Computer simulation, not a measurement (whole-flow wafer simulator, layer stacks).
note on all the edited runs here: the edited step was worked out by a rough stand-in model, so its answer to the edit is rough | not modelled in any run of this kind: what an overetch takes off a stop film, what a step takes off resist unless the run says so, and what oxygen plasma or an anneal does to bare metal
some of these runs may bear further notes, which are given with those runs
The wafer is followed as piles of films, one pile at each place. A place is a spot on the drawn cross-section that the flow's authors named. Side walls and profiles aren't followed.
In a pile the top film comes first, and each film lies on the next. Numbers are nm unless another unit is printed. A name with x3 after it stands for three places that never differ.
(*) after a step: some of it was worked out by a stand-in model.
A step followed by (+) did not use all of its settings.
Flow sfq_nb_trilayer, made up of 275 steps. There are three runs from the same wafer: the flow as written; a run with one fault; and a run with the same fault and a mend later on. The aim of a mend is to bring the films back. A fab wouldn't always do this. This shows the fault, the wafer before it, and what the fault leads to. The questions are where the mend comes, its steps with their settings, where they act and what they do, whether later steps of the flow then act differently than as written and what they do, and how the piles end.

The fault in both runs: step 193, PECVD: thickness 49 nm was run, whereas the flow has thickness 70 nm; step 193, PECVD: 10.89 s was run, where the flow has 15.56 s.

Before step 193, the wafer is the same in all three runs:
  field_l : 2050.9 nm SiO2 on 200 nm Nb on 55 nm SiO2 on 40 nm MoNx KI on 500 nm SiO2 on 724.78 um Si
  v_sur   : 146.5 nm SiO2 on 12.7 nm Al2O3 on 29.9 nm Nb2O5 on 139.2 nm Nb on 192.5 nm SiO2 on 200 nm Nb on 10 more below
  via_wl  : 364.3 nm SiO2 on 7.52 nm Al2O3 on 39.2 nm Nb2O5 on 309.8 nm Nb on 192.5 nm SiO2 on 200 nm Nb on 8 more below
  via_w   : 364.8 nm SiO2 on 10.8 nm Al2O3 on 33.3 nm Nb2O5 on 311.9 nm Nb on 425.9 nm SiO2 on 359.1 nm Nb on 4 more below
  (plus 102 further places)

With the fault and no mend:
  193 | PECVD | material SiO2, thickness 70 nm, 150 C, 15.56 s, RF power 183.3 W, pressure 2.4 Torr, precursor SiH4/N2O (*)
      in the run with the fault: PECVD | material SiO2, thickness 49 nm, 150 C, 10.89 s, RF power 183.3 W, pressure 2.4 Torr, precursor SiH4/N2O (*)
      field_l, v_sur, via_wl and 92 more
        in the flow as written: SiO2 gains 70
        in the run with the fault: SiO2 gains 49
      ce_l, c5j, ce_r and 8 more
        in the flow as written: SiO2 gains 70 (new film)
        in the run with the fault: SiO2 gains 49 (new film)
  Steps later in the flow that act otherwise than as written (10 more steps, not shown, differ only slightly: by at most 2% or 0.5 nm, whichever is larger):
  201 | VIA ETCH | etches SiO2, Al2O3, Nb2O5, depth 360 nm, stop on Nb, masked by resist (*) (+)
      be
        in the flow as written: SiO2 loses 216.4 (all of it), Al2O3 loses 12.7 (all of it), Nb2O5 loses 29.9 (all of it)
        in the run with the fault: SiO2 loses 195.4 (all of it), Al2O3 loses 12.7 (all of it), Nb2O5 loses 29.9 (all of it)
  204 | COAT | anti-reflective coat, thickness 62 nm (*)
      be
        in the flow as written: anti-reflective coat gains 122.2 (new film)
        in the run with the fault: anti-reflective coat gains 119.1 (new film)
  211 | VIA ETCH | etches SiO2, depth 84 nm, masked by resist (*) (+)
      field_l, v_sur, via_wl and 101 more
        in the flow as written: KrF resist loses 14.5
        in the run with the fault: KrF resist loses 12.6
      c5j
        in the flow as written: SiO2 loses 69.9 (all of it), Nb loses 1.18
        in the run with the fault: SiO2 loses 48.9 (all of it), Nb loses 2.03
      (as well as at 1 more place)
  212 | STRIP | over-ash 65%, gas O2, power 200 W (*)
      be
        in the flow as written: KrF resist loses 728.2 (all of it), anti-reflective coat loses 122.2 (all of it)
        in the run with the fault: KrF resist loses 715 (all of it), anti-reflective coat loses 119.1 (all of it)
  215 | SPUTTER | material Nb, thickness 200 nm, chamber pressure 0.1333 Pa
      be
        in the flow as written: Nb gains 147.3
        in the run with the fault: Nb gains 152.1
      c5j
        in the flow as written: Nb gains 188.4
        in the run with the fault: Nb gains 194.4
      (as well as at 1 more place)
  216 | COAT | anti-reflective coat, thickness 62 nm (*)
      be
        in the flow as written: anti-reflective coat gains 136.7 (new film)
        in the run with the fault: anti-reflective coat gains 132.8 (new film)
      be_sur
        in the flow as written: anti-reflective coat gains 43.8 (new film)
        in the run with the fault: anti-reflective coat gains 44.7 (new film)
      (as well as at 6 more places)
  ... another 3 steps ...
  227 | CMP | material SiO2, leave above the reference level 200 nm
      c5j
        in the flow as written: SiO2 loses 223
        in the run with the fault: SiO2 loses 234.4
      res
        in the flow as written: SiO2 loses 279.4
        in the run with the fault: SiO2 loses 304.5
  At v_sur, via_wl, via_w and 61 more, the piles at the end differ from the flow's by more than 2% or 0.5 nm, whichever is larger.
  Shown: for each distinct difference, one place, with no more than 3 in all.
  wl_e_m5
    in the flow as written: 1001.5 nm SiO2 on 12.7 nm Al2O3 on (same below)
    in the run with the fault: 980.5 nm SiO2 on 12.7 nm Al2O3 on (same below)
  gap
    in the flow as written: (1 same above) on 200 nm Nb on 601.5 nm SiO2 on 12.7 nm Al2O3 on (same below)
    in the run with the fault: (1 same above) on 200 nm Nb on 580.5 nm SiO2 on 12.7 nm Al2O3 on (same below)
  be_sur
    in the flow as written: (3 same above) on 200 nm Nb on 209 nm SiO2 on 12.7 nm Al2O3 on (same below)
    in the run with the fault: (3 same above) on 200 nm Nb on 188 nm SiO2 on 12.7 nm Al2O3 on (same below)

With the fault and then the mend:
  The mend stands after step 199.
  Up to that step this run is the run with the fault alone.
  199a | STRIP | over-ash 65%, gas O2, power 200 W (*)
      p4_fl x3, p4_w1 x9, p4_g1 x2 and 33 more
        KrF resist loses 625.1 (all of it), anti-reflective coat loses 62 (all of it)
      wl_b_m5, wl_b_sr, wl_c_sl and 12 more
        KrF resist loses 625 (all of it), anti-reflective coat loses 62 (all of it)
      v_sur, via_wl, via_w
        KrF resist loses 625.7 (all of it), anti-reflective coat loses 62.2 (all of it)
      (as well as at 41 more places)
  199b | PECVD | material SiO2, thickness 21 nm, 150 C, 4.667 s, RF power 183.3 W, pressure 2.4 Torr, precursor SiH4/N2O (*) (a further turn of the flow's step 193, with different settings)
      field_l, v_sur, via_wl and 103 more
        SiO2 gains 21
  199c | COAT | anti-reflective coat, thickness 62 nm (*) (a further turn of the flow's step 194)
      p4_fl x3, p4_w1 x9, p4_g1 x2 and 50 more
        anti-reflective coat gains 62 (new film)
      via_wr, via_sp, via_v, wire, lsp_r, l0_sur, l0v
        anti-reflective coat gains 62.3 (new film)
      be, be_sur, gap, lsp_m, ln_m6
        anti-reflective coat gains 62.4 (new film)
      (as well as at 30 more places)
  199d | COAT | KrF resist, thickness 650 nm (*) (a further turn of the flow's step 195)
      p4_fl x3, p4_w1 x9, p4_g1 x2 and 33 more
        KrF resist gains 650 (new film)
      wl_b_m5, wl_b_sr, wl_c_sl and 12 more
        KrF resist gains 649.9 (new film)
      v_sur, via_wl, via_w
        KrF resist gains 650.6 (new film)
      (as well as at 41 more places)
  199e | SOFTBAKE | KrF resist (a further turn of the flow's step 196)
      leaves every film unchanged at each place that is followed
  199f | EXPOSE | photomask I5, dose 12.41 mJ/cm2, NA 0.6, wavelength 248 nm (*) (a further turn of the flow's step 197)
      leaves every film unchanged at each place that is followed
  199g | PEB | KrF resist, 90 s (a further turn of the flow's step 198)
      field_l, v_sur, via_wl and 87 more
        KrF resist loses 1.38
      jj_sur, ce_l, sp_r, moat, field_r, wl_jj
        KrF resist loses 1.39
      be_r, r_sur, res, r_end
        KrF resist loses 1.33
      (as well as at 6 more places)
  199h | DEVELOP | KrF resist, thickness 650 nm, 60 s (a further turn of the flow's step 199)
      field_l, v_sur, via_wl and 102 more
        KrF resist loses 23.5
      be
        KrF resist loses 649.8 (all of it)
  Later steps of the flow that are run all act as written at every place that is followed, up to a difference of at most 2% or 0.5 nm, whichever is larger.
  The piles end the same as the flow's at every place that both follow.
